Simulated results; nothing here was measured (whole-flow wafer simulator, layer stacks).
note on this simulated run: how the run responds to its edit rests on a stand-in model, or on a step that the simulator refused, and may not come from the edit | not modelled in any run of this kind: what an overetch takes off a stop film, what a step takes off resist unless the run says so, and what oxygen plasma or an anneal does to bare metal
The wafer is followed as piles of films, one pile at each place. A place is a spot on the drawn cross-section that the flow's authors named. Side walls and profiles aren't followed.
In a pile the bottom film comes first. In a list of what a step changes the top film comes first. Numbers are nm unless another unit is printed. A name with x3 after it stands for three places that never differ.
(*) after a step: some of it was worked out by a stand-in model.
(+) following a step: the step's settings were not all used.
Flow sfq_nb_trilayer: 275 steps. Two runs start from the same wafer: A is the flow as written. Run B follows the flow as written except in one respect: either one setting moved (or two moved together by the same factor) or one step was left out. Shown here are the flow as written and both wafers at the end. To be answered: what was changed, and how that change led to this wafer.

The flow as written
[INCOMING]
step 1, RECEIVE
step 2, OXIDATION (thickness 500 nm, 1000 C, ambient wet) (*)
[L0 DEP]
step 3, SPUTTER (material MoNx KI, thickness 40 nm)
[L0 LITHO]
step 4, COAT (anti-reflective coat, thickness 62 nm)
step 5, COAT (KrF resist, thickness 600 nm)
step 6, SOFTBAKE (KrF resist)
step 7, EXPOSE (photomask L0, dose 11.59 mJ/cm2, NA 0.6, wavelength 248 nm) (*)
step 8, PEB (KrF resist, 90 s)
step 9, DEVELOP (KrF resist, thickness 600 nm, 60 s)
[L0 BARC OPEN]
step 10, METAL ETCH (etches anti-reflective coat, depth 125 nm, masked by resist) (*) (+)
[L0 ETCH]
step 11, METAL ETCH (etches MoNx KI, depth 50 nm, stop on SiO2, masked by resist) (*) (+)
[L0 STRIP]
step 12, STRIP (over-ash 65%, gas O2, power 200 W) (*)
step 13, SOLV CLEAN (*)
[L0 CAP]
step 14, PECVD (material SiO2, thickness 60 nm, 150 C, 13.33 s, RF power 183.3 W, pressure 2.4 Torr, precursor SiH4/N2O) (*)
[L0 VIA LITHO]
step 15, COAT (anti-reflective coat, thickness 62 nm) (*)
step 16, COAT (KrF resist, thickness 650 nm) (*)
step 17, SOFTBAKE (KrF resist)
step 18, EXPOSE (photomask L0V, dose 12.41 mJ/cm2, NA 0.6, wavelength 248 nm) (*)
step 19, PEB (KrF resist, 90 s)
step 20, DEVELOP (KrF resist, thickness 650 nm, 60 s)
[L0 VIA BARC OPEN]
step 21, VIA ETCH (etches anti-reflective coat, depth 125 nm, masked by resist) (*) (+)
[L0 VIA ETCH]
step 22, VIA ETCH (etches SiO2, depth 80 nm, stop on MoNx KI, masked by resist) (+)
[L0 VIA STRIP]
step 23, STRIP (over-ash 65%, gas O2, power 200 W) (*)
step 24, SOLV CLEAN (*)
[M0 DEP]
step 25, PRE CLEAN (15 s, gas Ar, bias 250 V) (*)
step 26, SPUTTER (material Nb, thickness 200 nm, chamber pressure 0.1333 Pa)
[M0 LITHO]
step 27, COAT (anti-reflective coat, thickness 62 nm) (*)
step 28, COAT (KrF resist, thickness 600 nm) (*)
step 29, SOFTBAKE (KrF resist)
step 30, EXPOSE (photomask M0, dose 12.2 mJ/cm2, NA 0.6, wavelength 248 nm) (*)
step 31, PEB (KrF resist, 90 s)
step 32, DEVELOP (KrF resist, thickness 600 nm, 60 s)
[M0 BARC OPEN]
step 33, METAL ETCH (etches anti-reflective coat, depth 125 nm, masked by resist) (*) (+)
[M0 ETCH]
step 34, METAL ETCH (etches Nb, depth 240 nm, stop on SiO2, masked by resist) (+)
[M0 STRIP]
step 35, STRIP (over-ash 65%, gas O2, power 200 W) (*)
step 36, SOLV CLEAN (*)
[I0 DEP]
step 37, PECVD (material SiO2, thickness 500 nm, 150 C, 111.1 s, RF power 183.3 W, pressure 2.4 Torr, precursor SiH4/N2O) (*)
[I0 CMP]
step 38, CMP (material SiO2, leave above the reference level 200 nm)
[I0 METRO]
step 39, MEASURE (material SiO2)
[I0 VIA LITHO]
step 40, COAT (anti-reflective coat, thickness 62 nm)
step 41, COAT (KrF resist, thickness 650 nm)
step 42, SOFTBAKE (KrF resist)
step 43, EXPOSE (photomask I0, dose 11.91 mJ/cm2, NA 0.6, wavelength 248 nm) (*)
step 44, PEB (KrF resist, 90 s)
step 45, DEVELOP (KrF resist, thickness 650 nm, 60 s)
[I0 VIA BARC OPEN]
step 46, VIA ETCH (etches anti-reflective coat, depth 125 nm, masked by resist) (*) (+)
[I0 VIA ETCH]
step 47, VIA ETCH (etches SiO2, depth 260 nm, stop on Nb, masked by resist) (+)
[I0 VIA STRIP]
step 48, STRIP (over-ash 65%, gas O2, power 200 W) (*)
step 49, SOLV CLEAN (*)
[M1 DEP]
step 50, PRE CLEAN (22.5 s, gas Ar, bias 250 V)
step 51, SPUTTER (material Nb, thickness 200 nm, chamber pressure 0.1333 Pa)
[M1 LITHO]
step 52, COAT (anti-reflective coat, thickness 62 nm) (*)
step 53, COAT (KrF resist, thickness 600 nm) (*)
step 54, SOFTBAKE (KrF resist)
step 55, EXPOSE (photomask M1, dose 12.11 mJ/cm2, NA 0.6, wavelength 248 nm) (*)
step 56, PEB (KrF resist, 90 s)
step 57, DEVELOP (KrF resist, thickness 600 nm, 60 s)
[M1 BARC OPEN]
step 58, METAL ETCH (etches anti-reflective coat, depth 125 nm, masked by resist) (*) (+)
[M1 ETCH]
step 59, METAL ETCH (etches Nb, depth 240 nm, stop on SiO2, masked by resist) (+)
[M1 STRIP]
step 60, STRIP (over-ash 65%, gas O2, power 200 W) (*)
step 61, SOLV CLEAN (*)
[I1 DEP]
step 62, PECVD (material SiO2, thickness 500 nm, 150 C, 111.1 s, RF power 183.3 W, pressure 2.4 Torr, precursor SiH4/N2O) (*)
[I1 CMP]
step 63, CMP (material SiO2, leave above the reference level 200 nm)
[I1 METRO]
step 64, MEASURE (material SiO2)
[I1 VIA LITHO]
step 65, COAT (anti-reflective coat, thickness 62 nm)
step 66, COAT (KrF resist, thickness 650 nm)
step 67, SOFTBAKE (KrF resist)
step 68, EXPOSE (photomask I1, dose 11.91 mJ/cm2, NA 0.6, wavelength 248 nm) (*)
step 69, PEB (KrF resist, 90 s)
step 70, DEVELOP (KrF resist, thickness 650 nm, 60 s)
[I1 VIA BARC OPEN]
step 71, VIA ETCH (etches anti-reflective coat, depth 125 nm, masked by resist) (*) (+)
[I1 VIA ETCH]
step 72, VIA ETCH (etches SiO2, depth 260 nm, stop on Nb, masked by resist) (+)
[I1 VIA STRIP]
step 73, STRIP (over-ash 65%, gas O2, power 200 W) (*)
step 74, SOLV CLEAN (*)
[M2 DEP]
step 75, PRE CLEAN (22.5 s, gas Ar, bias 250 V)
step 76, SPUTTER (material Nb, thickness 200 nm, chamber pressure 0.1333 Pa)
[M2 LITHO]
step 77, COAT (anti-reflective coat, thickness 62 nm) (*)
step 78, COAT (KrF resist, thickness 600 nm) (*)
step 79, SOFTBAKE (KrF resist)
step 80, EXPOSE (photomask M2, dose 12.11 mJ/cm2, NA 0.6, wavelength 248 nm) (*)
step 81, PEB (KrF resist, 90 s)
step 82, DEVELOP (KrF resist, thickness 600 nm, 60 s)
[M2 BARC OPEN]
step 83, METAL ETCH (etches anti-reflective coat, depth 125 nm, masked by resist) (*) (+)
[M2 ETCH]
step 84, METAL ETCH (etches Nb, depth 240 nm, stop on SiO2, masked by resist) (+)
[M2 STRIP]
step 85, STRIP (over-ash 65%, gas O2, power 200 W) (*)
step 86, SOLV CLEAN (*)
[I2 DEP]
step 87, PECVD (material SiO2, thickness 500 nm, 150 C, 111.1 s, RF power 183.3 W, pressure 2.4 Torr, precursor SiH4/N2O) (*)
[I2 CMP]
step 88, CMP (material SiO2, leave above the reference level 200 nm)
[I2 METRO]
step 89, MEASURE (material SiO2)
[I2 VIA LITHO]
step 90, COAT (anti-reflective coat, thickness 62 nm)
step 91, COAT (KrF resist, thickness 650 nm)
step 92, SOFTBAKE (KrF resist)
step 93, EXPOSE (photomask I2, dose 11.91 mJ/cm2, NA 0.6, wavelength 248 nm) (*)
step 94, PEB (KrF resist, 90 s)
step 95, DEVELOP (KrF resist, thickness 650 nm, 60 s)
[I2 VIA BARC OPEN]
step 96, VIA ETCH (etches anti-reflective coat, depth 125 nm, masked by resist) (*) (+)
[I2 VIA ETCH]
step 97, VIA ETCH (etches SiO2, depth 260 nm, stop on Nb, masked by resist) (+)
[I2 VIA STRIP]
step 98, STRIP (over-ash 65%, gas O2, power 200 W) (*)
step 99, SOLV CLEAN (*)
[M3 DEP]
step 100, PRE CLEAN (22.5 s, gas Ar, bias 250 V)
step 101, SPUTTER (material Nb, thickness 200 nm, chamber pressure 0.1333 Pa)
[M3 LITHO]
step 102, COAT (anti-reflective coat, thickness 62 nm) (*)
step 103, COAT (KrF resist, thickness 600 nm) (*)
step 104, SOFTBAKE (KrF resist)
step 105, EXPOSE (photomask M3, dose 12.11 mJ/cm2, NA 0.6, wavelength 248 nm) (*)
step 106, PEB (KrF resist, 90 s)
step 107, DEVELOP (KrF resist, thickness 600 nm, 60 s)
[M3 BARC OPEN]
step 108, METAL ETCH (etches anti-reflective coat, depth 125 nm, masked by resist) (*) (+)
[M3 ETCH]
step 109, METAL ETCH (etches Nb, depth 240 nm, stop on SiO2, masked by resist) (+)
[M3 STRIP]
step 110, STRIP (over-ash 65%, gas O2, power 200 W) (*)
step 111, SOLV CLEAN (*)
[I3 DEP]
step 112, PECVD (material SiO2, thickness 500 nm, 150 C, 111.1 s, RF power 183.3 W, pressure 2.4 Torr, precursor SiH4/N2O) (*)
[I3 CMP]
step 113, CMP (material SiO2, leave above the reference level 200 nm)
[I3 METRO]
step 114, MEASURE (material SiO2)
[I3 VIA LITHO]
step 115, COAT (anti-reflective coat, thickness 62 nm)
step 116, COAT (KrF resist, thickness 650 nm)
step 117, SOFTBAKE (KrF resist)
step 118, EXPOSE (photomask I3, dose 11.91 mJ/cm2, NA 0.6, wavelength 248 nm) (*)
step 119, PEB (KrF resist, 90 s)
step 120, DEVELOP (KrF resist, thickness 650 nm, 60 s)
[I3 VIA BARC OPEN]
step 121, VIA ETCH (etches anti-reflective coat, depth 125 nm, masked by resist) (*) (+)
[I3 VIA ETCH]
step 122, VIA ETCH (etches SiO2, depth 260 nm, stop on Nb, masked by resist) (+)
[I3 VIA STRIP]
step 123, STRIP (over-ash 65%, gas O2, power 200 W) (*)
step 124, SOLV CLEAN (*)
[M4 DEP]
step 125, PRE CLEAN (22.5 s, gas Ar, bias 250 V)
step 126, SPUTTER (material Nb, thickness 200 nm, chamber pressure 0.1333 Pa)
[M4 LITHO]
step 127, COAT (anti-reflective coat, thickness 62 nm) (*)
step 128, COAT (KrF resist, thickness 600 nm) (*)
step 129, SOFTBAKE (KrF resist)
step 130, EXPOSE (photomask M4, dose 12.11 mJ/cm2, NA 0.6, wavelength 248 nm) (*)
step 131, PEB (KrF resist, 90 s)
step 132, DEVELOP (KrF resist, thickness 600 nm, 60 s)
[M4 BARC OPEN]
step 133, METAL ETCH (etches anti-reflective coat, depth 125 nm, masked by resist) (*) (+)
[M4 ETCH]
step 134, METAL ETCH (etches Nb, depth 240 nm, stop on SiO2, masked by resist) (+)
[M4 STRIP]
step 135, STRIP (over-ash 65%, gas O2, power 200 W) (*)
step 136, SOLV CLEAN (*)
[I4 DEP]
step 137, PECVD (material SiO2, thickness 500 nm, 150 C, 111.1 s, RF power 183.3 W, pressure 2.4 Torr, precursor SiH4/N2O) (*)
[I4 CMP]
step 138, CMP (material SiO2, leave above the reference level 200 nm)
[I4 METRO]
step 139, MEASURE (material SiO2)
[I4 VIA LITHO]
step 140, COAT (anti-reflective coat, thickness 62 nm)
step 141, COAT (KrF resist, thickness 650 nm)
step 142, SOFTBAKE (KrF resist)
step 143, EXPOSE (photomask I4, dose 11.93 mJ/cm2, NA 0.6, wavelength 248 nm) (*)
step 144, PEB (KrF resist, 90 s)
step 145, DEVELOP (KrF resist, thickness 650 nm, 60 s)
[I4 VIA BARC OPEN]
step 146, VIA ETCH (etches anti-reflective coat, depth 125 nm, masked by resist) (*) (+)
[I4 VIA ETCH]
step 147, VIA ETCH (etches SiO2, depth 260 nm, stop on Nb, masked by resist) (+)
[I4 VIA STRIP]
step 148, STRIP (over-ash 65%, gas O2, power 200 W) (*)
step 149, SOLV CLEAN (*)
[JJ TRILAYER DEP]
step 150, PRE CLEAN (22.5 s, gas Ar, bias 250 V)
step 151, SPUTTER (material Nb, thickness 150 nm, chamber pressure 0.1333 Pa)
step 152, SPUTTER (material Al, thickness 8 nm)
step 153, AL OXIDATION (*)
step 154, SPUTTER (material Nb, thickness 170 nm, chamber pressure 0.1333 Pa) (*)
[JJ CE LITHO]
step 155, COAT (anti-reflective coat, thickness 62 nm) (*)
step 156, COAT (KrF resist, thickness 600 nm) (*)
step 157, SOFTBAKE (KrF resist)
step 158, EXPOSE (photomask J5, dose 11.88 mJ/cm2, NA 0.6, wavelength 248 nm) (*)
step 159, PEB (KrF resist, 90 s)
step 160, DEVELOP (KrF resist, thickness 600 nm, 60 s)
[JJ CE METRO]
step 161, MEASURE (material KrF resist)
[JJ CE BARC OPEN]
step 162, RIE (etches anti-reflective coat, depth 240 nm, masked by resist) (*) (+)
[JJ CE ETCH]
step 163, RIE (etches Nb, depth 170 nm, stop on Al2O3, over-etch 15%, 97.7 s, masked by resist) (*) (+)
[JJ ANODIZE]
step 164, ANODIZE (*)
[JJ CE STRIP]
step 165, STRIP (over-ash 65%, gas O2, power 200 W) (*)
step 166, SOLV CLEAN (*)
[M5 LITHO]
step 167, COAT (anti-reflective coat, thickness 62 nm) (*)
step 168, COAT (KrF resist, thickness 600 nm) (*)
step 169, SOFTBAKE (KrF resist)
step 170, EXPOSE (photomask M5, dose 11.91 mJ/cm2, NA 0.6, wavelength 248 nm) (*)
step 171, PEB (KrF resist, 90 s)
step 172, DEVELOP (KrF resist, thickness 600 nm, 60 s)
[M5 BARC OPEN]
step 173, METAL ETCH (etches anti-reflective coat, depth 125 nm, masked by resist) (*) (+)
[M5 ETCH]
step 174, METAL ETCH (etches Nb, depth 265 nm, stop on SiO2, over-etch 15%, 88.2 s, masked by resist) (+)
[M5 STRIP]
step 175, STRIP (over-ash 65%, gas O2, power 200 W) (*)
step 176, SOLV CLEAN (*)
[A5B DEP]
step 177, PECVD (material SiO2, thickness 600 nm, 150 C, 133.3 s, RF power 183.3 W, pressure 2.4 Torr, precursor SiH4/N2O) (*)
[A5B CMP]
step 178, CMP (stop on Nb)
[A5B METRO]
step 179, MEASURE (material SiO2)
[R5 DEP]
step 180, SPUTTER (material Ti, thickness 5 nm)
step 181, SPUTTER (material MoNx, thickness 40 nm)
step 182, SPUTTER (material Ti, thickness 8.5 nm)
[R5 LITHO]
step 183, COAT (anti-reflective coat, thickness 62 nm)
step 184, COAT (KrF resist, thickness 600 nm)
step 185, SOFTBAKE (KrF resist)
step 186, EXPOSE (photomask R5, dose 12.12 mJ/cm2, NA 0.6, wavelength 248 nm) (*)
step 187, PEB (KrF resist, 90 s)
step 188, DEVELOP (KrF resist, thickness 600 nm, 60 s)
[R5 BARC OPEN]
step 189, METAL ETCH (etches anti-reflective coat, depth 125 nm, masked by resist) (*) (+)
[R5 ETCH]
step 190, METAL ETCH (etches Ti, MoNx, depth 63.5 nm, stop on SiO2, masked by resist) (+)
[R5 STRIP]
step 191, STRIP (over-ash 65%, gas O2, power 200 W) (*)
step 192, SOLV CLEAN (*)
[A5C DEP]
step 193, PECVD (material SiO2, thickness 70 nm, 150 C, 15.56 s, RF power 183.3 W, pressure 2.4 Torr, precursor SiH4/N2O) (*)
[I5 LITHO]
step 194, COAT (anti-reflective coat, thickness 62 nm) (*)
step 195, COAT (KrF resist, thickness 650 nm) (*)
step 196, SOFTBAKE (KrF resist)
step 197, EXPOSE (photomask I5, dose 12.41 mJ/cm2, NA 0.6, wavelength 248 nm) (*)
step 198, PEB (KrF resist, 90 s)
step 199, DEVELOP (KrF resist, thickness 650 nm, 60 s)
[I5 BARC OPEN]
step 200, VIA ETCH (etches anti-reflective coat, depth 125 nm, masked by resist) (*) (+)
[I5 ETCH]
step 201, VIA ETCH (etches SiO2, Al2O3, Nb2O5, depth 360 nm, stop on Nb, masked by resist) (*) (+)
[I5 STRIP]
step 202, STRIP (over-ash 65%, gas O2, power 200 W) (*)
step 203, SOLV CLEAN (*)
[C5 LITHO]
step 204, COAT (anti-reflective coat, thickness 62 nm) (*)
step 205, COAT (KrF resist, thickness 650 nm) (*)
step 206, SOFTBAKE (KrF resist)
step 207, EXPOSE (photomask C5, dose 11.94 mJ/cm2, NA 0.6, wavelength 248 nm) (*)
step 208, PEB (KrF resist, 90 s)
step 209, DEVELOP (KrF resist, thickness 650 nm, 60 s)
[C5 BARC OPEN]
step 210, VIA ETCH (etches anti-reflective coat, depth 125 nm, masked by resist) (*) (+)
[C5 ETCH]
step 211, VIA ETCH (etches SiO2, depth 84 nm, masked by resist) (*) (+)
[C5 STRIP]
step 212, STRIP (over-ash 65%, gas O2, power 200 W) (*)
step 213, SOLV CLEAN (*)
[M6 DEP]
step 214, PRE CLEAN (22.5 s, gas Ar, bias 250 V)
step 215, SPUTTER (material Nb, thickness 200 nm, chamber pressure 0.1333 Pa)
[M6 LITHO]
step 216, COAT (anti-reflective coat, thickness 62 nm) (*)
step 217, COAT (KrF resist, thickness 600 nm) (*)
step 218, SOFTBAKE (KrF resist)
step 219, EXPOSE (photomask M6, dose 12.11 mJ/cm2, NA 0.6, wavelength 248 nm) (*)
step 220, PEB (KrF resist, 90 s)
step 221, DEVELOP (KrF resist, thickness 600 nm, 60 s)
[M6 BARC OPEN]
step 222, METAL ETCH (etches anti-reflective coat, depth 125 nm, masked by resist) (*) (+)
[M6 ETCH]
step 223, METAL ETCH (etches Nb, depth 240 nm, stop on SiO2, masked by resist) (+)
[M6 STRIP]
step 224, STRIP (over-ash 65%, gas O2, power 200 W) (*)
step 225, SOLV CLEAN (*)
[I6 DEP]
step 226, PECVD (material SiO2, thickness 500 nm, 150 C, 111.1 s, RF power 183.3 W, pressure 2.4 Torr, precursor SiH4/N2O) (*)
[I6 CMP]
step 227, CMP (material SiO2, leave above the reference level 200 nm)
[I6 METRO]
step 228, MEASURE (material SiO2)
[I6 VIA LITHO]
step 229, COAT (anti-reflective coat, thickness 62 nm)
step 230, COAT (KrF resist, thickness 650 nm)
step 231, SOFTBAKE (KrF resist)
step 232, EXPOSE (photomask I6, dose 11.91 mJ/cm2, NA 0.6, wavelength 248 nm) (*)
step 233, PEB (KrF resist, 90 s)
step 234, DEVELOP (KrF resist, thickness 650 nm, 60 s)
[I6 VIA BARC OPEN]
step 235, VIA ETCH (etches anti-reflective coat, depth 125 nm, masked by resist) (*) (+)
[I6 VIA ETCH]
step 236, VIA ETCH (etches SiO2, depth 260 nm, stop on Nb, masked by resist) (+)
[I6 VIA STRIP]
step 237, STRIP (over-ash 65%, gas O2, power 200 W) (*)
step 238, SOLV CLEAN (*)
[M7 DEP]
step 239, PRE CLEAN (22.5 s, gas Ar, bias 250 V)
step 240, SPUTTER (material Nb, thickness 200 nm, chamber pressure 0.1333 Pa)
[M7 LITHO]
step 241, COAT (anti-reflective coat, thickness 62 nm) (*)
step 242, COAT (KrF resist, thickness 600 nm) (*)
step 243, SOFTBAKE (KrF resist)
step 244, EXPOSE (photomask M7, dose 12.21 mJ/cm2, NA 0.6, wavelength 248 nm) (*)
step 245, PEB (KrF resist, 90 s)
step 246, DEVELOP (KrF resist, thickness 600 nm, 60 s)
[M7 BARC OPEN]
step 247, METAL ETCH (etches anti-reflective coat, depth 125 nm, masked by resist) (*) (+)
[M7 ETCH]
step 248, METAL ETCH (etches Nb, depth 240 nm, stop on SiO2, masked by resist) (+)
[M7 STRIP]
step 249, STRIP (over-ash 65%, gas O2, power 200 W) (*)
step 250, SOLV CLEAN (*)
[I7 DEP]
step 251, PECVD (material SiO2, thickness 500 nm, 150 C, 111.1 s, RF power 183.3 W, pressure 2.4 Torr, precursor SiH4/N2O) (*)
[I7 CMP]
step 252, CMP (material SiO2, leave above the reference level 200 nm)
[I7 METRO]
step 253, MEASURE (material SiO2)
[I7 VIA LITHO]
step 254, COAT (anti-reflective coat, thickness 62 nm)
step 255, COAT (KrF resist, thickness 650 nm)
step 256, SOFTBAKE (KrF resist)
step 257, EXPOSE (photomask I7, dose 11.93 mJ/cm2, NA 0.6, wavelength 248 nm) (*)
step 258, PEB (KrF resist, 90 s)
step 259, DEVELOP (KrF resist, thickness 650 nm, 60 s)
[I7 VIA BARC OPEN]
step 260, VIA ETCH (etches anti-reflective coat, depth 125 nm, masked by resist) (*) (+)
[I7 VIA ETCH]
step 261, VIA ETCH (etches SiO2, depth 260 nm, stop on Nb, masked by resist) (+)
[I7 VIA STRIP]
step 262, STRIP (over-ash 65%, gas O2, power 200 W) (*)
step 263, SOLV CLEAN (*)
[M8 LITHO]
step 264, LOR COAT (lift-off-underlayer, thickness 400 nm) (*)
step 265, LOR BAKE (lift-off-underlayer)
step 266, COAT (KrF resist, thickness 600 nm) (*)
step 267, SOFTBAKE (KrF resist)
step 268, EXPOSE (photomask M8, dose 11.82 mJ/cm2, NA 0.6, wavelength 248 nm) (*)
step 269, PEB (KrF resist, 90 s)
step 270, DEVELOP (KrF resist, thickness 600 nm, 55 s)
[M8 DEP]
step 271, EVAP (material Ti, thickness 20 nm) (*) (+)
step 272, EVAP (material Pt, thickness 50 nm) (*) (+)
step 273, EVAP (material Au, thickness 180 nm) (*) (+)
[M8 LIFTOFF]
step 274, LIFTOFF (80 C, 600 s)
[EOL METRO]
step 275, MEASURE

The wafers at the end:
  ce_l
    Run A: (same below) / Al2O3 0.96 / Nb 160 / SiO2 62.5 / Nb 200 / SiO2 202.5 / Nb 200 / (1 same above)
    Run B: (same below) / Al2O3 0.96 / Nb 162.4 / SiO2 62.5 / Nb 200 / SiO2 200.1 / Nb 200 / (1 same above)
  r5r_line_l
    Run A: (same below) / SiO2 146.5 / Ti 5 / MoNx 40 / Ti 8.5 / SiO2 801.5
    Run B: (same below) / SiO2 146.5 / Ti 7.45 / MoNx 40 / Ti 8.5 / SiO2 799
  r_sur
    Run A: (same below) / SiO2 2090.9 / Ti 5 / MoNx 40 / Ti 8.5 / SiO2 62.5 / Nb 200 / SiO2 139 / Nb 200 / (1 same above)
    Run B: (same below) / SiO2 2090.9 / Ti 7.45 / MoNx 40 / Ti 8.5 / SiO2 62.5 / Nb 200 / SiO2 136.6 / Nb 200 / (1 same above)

The reason: step 180, SPUTTER: thickness 7.45 nm was run, though the flow has thickness 5 nm.
One can read it off the wafer: r5r_line_l has Ti 7.45, and step 180 as written asks for 5 nm.

How this came from the change, step by step:
  step 180, SPUTTER (material Ti, thickness 5 nm)
      field_l, v_sur, via_wl and 103 more: A Ti gains 5 (new film) | B Ti gains 7.45 (new film)
  step 190, METAL ETCH (etches Ti, MoNx, depth 63.5 nm, stop on SiO2, masked by resist) (+)
      field_l, v_sur, via_wl and 92 more: A Ti loses 8.5 (all of it), MoNx loses 40 (all of it), Ti loses 5 (all of it) | B Ti loses 8.5 (all of it), MoNx loses 40 (all of it), Ti loses 7.45 (all of it)
      ce_l, c5j, ce_r, wl_jj: A Ti loses 8.5 (all of it), MoNx loses 40 (all of it), Ti loses 5 (all of it), Nb loses 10 | B Ti loses 8.5 (all of it), MoNx loses 40 (all of it), Ti loses 7.45 (all of it), Nb loses 7.55
